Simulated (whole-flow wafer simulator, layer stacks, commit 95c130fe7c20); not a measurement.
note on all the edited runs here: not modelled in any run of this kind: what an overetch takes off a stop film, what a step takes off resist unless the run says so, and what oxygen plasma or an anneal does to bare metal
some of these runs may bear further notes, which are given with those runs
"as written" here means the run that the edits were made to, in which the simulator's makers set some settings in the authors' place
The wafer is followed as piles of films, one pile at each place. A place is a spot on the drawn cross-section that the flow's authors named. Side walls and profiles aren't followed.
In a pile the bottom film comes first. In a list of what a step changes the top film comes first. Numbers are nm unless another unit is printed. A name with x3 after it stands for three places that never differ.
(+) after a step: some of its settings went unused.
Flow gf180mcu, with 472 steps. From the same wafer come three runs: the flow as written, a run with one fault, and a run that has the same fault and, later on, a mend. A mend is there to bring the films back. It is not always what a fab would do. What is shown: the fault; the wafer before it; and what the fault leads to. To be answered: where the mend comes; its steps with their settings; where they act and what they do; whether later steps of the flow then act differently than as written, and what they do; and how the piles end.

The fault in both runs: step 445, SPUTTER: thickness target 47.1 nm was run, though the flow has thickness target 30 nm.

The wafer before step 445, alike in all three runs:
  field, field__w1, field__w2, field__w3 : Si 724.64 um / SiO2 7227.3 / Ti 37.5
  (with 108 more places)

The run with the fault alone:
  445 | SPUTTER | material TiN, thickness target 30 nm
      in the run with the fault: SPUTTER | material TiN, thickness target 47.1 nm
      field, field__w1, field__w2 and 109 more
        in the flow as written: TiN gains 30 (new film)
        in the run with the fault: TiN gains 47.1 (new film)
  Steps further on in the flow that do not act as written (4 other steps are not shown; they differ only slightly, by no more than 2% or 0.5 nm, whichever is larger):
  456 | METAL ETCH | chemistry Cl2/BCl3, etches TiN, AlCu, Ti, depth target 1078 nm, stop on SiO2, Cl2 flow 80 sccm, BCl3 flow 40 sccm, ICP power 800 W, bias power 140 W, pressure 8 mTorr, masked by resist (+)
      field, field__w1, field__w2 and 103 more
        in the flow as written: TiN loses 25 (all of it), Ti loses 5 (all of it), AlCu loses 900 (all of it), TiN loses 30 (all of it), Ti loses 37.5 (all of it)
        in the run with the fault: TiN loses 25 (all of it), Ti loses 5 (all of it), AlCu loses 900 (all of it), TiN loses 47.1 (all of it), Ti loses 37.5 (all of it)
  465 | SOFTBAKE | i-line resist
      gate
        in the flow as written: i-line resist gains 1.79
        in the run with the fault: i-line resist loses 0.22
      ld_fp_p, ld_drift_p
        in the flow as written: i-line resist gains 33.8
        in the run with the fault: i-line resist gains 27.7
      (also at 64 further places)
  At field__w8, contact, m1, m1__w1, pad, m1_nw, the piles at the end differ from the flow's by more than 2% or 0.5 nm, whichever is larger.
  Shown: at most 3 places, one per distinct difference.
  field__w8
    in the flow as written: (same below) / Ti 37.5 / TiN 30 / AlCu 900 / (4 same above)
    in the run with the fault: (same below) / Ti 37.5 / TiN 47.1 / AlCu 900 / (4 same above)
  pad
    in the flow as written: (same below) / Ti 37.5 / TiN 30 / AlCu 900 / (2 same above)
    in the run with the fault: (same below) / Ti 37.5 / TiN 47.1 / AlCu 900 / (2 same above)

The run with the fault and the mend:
  The mend follows step 445.
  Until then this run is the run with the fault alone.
  445a | METAL ETCH | chemistry Cl2/BCl3, etches TiN, AlCu, Ti, depth target 17.1 nm, Cl2 flow 80 sccm, BCl3 flow 40 sccm, ICP power 800 W, bias power 140 W, pressure 8 mTorr (the flow's step 260, run once more with other settings)
      field, field__w1, field__w2 and 109 more
        TiN loses 17.1
  None of the later steps of the flow acts differently than as written at any place that is followed.
  By the end, the piles equal the flow's at every place that both follow.
